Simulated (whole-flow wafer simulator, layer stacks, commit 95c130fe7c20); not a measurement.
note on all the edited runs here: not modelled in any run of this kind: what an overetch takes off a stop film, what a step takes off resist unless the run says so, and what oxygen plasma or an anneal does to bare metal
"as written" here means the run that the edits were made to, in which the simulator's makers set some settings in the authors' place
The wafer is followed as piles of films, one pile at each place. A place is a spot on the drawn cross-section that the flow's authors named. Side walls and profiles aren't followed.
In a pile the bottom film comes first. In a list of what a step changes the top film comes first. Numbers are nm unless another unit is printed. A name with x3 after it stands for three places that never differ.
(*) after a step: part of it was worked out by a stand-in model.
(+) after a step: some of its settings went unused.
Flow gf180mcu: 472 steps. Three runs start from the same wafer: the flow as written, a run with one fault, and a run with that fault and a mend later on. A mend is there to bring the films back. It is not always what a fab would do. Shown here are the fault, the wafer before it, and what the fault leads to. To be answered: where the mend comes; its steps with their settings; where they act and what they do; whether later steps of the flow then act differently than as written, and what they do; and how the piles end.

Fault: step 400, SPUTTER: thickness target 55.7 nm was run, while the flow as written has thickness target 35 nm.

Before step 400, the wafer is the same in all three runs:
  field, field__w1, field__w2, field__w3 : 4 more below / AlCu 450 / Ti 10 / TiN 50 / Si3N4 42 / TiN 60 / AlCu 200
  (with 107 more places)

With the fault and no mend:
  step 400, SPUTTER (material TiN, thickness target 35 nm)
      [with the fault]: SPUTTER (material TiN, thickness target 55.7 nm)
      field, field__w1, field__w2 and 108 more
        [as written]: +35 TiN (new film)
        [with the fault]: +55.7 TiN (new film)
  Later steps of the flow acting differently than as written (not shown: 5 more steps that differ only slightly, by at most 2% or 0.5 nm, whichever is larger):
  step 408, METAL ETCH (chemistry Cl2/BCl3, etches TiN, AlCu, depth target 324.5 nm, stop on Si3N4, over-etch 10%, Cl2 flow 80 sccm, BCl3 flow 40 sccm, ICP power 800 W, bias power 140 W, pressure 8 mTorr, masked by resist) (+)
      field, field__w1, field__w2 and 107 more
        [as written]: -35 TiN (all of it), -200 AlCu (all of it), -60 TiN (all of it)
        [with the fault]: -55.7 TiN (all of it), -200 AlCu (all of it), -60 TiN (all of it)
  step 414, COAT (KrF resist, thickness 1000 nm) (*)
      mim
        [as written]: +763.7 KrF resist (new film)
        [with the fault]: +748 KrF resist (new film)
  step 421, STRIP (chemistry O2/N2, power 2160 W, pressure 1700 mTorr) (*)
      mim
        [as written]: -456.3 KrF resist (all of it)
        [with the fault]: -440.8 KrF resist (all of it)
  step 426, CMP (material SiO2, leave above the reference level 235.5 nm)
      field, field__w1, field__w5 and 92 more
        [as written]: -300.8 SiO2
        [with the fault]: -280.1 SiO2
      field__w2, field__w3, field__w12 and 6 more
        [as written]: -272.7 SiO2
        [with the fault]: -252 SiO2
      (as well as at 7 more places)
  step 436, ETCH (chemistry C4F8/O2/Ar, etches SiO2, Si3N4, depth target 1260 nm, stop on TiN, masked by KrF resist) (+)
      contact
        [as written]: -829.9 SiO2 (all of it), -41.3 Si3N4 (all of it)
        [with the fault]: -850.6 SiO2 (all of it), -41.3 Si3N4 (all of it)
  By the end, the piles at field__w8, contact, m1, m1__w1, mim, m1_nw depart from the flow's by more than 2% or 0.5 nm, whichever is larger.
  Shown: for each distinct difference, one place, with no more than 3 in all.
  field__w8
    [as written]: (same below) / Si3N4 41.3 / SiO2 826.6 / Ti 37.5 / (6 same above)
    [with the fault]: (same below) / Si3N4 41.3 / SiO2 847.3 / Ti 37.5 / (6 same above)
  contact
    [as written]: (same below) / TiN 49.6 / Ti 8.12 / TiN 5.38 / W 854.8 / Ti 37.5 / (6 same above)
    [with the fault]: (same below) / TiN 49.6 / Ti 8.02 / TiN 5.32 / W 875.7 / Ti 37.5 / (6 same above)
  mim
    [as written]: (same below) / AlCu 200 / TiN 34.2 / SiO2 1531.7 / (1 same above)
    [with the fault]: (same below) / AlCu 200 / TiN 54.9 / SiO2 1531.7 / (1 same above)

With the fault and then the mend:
  The mend follows step 400.
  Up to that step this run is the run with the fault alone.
  step 400a, METAL ETCH (chemistry Cl2/BCl3, etches TiN, AlCu, Ti, depth target 20.7 nm, Cl2 flow 80 sccm, BCl3 flow 40 sccm, ICP power 800 W, bias power 140 W, pressure 8 mTorr) (the flow's step 260 again, with other settings)
      field, field__w1, field__w2 and 108 more
        -20.7 TiN
  Later steps of the flow that are run all act as written at every place that is followed.
  The piles end the same as the flow's at every place that both follow.
